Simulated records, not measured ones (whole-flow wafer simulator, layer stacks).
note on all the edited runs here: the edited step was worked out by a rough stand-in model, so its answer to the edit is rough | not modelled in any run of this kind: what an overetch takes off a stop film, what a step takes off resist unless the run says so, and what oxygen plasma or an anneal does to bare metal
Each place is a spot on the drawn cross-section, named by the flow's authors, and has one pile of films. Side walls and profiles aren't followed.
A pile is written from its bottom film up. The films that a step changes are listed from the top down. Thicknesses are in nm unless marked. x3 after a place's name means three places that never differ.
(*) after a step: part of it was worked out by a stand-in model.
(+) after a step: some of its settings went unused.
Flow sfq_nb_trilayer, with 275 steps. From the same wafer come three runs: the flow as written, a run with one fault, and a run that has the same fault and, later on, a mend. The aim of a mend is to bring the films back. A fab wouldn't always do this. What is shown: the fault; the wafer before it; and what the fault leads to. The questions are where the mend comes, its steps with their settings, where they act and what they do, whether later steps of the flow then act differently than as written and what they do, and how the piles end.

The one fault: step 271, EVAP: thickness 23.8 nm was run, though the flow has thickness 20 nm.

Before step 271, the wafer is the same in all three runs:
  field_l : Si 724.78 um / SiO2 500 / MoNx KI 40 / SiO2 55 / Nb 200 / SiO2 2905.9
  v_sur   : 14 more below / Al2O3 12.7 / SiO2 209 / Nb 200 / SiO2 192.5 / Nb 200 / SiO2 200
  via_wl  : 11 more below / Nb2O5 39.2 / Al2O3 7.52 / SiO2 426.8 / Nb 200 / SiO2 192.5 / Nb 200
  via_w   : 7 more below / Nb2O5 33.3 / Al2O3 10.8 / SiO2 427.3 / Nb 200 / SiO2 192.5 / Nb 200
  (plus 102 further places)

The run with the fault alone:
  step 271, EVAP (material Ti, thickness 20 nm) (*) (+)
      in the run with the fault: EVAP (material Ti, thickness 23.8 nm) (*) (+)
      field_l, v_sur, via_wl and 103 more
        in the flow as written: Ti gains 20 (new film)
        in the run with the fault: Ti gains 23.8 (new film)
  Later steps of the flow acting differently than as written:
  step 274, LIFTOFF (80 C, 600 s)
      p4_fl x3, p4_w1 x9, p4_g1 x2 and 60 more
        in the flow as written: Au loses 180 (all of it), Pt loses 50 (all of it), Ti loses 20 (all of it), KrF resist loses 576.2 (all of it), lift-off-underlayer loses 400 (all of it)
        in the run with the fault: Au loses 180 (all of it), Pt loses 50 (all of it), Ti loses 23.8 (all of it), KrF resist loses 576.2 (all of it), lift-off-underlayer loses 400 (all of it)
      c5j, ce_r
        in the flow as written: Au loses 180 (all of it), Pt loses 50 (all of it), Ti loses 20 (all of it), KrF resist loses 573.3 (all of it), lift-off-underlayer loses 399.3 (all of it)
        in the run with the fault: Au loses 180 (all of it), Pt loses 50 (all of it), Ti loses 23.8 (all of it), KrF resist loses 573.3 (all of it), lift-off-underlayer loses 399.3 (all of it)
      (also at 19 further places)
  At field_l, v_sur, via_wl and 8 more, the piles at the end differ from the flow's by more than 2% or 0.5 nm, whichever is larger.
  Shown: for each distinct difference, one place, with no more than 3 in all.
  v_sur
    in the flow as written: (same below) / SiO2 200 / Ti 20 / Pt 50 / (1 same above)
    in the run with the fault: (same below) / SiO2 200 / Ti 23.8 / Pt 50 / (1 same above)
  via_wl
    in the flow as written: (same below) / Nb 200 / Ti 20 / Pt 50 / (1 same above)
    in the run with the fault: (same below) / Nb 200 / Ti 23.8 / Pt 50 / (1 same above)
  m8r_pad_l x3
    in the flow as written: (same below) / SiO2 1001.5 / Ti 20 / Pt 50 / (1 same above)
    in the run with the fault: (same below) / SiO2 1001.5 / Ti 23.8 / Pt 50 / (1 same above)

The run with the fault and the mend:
  The mend stands after step 271.
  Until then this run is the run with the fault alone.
  step 271a, METAL ETCH (etches Ti, MoNx, depth 3.8 nm) (the flow's step 190, run once more with other settings)
      field_l, v_sur, via_wl and 103 more
        Ti loses 3.8
  Later steps of the flow that are run all act as written at every place that is followed.
  At every place that both follow, the piles at the end match the flow's.
